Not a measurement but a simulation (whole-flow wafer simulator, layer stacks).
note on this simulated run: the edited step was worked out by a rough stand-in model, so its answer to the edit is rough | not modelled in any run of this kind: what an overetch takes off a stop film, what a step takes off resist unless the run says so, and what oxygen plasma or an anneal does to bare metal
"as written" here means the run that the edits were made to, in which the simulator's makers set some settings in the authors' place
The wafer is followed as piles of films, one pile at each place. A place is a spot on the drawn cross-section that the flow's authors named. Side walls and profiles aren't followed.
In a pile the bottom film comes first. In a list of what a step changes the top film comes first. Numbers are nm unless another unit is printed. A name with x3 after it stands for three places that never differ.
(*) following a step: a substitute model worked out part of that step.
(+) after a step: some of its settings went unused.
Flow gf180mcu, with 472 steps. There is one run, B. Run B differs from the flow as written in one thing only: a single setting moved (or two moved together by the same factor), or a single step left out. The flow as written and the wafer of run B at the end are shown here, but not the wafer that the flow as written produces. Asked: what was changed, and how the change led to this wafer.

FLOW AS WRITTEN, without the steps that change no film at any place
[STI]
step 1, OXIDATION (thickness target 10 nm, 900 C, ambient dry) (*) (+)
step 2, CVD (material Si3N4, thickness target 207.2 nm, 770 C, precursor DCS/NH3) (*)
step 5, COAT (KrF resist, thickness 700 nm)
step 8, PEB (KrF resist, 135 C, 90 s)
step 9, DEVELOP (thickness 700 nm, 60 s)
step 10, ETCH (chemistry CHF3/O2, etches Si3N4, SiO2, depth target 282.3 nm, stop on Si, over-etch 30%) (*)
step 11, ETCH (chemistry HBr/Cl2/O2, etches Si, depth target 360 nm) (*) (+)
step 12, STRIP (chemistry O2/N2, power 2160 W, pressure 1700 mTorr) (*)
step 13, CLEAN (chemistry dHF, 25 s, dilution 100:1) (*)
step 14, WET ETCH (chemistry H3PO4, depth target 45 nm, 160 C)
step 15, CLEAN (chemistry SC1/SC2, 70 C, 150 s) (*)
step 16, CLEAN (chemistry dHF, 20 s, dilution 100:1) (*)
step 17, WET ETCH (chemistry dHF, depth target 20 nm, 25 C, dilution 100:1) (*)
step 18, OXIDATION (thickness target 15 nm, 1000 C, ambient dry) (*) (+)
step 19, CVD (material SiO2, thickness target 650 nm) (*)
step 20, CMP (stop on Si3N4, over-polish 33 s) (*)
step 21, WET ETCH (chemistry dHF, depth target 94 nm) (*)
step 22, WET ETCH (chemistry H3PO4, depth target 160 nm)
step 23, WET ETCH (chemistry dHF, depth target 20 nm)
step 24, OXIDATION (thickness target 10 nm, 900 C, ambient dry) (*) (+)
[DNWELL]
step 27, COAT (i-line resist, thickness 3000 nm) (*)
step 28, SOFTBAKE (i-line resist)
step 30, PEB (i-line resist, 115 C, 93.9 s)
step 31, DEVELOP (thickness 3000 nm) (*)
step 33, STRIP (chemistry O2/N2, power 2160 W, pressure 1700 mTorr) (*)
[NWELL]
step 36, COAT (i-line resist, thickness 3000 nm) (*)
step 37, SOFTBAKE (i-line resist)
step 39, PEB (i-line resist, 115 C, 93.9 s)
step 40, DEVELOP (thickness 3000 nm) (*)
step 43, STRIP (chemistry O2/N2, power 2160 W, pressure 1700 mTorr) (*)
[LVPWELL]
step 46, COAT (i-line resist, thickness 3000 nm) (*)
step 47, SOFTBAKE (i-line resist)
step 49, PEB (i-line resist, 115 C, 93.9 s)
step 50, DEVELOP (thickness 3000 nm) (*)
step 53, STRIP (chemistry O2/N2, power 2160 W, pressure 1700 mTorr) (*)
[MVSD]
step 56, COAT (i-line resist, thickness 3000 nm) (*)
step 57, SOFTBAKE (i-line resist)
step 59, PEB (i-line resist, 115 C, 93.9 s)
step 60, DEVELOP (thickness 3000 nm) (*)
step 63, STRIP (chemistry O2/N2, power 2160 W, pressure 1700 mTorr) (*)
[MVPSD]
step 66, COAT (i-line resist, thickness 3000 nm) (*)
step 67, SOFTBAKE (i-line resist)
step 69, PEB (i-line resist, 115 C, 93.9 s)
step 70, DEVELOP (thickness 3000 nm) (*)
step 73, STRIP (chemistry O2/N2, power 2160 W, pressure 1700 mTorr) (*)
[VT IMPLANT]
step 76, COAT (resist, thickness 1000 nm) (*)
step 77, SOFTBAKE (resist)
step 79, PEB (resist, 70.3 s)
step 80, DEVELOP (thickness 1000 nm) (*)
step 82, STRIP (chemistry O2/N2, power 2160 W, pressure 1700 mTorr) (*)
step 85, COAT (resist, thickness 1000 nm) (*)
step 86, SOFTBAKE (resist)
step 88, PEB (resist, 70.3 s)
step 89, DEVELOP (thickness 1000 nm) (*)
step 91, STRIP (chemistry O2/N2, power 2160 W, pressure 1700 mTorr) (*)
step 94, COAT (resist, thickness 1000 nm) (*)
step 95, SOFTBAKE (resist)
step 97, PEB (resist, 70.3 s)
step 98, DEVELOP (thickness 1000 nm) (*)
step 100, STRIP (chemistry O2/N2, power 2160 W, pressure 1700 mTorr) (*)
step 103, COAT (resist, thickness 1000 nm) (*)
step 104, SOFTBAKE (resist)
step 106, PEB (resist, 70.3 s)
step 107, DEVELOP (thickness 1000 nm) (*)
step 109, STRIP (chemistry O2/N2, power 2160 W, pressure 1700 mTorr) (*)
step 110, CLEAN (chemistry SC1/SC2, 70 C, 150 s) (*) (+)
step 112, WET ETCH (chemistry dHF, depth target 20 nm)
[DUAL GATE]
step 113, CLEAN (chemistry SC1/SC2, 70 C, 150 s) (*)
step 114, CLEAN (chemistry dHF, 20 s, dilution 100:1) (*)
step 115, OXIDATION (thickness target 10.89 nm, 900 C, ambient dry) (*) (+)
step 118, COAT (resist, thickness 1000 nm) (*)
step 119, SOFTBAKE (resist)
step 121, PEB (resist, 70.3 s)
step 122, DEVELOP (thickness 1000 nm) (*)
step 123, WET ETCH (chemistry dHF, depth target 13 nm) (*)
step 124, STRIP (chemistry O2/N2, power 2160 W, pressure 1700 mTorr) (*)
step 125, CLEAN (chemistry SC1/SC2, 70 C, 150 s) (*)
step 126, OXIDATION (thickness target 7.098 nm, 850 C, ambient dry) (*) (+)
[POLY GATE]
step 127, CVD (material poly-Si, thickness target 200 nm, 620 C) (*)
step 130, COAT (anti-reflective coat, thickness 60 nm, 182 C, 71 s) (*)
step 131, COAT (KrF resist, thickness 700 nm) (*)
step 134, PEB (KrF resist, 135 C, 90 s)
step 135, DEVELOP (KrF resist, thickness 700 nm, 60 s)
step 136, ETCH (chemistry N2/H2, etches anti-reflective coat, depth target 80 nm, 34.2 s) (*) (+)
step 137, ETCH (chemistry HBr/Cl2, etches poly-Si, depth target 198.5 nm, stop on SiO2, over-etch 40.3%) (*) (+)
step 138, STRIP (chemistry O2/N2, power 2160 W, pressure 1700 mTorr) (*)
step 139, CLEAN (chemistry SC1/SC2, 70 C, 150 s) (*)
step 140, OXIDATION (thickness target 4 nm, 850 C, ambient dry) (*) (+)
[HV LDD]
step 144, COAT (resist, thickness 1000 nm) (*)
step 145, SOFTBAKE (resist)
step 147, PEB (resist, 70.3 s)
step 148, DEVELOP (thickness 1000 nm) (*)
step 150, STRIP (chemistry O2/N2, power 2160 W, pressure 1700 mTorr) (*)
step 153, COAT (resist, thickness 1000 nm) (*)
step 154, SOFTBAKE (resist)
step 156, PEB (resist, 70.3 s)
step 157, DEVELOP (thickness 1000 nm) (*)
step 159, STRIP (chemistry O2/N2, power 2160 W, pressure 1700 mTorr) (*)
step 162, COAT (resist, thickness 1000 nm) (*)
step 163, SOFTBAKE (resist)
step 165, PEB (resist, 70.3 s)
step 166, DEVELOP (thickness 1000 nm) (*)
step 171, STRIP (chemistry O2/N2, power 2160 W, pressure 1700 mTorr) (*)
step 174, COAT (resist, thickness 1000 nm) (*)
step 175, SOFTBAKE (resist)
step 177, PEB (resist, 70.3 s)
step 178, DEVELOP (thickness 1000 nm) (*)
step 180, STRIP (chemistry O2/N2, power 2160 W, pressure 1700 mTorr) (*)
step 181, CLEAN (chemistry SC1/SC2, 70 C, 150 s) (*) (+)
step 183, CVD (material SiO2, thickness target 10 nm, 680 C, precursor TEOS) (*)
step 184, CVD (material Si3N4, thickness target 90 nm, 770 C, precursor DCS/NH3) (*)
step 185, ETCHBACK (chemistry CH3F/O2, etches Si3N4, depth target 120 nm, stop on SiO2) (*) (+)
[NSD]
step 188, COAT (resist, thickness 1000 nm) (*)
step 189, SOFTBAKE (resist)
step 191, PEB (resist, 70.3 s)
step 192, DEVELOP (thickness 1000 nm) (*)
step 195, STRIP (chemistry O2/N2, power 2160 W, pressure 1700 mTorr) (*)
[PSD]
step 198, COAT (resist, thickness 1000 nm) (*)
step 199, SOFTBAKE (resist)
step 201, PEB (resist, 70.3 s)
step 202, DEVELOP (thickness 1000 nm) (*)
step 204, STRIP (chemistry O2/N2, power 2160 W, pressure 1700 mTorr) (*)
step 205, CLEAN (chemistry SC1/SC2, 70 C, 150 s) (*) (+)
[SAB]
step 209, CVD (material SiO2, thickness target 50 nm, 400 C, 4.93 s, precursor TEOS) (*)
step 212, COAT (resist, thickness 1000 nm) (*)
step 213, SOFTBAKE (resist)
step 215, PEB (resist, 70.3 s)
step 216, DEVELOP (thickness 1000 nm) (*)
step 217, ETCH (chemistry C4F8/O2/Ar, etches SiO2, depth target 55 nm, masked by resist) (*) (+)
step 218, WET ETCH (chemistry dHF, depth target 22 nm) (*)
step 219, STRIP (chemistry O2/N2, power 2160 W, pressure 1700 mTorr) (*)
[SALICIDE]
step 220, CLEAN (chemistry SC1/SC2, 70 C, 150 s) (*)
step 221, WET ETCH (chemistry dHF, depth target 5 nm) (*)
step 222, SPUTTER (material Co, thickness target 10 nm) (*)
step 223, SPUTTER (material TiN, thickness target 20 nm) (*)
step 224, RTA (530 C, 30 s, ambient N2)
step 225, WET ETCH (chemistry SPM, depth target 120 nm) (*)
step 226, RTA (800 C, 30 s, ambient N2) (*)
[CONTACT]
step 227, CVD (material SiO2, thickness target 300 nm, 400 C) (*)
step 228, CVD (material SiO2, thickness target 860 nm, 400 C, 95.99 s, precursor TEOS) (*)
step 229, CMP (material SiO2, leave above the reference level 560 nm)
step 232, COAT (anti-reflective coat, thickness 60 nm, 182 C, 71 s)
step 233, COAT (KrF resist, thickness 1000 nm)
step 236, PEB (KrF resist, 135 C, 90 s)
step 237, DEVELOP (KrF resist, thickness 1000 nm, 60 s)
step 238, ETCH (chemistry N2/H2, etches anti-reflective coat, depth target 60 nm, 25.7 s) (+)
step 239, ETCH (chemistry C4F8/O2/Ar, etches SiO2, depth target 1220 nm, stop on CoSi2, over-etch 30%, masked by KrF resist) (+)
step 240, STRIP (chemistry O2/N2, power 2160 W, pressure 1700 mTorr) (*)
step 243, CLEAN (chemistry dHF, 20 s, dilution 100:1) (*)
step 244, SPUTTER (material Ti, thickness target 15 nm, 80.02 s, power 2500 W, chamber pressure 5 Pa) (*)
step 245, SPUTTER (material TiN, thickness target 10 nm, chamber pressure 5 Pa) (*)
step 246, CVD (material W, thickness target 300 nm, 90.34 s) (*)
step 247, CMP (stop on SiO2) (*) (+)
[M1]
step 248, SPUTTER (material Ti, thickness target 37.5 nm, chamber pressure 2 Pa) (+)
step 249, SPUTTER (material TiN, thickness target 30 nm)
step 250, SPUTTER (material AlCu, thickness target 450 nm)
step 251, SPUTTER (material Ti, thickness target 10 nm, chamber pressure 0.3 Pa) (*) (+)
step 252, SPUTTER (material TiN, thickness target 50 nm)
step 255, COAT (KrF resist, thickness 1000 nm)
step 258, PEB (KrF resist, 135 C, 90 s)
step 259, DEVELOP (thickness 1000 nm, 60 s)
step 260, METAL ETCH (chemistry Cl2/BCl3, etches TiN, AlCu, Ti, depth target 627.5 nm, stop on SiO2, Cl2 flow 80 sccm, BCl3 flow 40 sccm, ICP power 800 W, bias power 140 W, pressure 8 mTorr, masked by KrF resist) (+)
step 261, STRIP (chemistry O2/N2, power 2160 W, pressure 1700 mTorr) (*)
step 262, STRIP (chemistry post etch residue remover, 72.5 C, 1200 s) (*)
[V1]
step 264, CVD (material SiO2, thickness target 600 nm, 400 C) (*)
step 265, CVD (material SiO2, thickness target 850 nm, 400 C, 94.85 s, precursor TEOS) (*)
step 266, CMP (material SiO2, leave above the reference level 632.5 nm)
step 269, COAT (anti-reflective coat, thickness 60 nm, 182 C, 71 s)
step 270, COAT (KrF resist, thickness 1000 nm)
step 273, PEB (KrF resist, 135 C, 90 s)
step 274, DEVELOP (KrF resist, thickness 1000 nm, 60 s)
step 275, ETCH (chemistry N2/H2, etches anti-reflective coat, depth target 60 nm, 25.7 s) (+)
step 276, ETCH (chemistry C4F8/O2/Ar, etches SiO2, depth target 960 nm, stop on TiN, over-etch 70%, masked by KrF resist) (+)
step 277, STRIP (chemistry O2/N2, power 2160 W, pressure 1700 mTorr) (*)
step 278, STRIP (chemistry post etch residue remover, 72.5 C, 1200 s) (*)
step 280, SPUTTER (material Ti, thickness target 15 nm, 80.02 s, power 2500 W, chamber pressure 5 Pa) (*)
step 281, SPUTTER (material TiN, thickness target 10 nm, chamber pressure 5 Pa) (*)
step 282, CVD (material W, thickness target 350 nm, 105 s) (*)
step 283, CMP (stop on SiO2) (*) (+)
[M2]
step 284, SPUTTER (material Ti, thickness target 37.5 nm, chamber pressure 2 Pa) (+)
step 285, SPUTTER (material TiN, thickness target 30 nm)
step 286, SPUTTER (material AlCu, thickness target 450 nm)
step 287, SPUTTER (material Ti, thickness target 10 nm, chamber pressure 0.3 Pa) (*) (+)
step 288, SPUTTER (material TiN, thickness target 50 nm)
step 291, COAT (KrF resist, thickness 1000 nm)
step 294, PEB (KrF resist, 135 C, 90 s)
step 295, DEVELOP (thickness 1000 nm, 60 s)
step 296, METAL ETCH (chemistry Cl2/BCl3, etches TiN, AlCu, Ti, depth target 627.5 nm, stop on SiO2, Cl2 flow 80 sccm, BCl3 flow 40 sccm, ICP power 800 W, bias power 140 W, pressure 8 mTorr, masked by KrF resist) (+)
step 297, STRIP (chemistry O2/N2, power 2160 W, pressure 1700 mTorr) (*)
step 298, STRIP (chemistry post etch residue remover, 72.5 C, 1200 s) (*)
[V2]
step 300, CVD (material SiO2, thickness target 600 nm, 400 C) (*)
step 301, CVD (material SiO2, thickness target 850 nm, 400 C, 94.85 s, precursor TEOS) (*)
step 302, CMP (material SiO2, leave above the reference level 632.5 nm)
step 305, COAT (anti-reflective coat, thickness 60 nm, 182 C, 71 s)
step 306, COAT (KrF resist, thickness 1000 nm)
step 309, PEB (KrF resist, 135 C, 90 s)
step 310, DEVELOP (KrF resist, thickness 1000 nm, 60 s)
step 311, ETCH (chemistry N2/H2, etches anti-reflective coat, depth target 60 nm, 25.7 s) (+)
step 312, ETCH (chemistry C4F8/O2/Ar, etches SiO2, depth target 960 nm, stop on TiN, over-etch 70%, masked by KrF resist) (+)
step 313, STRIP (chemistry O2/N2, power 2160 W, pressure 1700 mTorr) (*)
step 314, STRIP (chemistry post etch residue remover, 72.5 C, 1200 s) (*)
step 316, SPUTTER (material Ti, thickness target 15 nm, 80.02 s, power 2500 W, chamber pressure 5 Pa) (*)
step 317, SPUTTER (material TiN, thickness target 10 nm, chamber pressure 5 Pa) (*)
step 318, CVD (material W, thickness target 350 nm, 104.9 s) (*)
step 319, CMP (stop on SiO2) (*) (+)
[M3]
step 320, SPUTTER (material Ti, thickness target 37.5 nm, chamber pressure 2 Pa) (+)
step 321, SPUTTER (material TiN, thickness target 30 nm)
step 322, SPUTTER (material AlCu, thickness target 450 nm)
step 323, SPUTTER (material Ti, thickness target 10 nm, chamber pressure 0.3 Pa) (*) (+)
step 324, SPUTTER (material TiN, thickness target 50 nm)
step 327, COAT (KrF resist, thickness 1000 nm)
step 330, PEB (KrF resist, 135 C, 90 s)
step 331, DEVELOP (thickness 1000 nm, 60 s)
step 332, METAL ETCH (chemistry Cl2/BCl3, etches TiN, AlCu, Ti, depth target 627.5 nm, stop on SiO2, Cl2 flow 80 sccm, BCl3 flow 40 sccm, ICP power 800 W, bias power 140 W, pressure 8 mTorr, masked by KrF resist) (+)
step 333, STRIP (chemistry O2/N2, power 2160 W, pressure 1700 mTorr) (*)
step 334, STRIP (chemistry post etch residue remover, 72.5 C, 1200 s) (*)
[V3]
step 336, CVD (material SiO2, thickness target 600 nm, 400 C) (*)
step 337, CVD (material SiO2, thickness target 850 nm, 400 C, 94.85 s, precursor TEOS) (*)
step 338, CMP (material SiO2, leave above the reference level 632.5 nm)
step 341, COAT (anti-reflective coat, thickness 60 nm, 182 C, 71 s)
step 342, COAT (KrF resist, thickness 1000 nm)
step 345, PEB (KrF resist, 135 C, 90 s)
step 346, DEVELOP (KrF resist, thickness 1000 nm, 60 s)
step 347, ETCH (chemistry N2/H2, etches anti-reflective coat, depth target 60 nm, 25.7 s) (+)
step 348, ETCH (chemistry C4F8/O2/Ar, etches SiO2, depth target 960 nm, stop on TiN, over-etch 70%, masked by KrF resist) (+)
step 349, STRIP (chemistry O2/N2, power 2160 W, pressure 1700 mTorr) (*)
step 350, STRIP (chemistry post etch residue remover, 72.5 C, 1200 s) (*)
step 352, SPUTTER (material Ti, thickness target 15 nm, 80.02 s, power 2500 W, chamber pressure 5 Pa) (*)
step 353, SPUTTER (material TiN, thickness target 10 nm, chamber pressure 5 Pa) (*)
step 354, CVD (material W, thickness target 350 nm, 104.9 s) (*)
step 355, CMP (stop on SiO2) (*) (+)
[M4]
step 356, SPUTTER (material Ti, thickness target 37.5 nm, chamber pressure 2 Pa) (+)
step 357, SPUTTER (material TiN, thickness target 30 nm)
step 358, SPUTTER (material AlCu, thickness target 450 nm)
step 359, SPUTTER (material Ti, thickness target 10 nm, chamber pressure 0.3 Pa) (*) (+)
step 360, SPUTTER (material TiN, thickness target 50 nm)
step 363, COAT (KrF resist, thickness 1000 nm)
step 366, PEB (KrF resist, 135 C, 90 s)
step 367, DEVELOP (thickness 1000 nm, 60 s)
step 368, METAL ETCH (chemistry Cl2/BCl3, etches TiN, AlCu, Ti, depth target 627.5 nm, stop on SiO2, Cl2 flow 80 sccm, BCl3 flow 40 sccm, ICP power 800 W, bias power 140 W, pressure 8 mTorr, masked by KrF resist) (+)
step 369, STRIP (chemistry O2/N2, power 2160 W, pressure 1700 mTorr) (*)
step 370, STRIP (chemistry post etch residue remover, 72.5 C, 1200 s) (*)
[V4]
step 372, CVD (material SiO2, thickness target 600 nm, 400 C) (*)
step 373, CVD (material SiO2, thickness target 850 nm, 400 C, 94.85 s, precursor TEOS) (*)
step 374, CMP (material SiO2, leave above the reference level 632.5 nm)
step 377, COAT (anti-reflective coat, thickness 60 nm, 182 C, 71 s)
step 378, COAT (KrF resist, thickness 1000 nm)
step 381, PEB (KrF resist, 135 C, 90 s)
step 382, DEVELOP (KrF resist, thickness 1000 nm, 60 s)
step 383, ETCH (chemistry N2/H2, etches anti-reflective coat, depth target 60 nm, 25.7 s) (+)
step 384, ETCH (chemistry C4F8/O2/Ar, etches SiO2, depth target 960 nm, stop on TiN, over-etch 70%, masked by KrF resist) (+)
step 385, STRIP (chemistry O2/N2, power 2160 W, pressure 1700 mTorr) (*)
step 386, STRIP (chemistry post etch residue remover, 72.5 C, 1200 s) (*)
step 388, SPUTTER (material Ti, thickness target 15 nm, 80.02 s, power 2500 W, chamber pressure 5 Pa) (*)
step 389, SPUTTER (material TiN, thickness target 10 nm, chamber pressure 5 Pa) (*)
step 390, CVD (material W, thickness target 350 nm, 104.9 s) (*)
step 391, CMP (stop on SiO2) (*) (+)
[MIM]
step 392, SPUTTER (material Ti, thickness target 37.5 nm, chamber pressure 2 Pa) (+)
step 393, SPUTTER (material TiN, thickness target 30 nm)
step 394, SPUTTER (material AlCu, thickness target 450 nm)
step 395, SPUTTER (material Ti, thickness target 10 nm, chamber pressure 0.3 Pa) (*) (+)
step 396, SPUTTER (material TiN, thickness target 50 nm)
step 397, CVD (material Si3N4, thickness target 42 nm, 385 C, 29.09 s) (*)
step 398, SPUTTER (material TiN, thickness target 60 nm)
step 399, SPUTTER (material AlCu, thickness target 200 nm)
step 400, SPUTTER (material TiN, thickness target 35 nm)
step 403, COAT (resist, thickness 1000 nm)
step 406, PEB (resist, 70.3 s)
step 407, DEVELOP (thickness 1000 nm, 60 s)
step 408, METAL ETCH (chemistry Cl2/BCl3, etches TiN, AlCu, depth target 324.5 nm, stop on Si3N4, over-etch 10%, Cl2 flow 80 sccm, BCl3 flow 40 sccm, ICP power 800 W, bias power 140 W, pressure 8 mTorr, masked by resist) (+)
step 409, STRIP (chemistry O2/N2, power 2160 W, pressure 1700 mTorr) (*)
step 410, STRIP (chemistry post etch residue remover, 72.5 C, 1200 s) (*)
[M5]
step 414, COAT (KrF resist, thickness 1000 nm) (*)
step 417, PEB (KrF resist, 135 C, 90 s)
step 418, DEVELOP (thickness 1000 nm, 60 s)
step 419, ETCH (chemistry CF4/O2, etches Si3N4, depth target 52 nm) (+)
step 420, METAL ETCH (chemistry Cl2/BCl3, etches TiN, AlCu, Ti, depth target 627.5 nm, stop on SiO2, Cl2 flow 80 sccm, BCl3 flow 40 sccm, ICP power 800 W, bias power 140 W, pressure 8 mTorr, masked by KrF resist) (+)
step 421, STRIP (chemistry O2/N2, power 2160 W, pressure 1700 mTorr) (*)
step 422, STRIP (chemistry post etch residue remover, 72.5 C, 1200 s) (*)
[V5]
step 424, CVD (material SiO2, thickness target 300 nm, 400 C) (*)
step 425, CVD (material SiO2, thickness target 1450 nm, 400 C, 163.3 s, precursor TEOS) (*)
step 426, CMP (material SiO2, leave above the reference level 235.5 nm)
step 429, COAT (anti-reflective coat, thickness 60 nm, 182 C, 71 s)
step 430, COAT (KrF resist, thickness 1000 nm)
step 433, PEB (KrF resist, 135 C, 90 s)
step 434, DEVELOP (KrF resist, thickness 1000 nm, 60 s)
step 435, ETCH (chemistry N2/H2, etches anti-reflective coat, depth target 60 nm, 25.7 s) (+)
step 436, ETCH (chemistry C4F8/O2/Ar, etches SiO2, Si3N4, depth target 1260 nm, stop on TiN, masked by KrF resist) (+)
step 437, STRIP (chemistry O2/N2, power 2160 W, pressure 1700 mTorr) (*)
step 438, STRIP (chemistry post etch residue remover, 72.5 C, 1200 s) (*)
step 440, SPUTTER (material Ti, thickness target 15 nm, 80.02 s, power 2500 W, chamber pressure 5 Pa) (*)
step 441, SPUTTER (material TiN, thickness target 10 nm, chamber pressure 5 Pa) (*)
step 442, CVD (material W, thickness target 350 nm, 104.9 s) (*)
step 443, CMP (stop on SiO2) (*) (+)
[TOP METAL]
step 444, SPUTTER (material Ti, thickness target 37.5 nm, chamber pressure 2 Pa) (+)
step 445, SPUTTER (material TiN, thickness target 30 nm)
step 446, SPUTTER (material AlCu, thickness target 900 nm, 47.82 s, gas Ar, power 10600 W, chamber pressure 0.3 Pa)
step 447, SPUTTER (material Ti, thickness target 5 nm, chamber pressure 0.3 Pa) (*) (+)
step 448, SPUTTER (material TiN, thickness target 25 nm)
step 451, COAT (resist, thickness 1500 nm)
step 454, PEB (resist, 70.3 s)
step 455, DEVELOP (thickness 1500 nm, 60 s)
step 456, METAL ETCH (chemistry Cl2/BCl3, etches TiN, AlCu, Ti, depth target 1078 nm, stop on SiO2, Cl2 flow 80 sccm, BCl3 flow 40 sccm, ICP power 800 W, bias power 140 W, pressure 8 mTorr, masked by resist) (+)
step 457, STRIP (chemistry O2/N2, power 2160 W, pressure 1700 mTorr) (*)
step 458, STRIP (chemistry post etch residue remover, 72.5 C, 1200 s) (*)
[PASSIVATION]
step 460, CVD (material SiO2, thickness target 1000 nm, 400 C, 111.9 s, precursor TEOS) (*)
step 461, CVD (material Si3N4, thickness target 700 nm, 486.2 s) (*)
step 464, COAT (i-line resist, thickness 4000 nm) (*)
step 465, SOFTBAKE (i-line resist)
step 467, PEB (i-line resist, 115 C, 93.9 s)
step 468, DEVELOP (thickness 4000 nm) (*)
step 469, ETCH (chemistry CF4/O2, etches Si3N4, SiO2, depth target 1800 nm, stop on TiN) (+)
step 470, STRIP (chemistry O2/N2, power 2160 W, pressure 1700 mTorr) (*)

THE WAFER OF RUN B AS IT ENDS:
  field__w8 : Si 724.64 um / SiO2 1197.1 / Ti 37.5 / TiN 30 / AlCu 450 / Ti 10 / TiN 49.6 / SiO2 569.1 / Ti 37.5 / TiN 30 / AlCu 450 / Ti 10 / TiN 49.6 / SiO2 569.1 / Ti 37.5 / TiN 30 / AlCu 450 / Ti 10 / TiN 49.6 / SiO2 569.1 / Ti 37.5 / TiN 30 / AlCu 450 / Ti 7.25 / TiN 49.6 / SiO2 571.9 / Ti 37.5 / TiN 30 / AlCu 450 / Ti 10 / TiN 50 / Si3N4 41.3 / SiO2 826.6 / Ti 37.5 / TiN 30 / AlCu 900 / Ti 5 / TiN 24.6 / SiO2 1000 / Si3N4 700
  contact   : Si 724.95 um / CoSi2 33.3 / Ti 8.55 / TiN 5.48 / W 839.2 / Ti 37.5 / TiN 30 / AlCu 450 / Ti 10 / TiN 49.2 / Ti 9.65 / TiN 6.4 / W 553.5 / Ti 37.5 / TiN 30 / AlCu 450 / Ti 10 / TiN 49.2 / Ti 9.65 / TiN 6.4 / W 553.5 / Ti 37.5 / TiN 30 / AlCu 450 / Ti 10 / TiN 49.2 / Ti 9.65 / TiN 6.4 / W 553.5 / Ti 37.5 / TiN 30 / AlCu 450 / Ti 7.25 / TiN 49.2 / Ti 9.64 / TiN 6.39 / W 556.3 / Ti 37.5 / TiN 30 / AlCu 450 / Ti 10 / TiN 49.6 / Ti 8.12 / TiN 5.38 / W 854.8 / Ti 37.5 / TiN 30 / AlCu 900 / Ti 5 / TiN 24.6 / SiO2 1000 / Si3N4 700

Cause: step 359, SPUTTER: thickness target 7.25 nm was run, though the flow has thickness target 10 nm.
The wafer itself shows it: field__w8 has Ti 7.25, and step 359 as written asks for 10 nm.

Step by step, how the change led to this:
  step 359, SPUTTER (material Ti, thickness target 10 nm, chamber pressure 0.3 Pa) (*) (+)
      field, field__w1, field__w2 and 108 more: Ti gains 7.25 (new film) (it would be, as written: Ti gains 10 (new film))
  step 368, METAL ETCH (chemistry Cl2/BCl3, etches TiN, AlCu, Ti, depth target 627.5 nm, stop on SiO2, Cl2 flow 80 sccm, BCl3 flow 40 sccm, ICP power 800 W, bias power 140 W, pressure 8 mTorr, masked by KrF resist) (+)
      field, field__w1, field__w2 and 103 more: TiN loses 50 (all of it), Ti loses 7.25 (all of it), AlCu loses 450 (all of it), TiN loses 30 (all of it), Ti loses 37.5 (all of it) (it would be, as written: TiN loses 50 (all of it), Ti loses 10 (all of it), AlCu loses 450 (all of it), TiN loses 30 (all of it), Ti loses 37.5 (all of it))
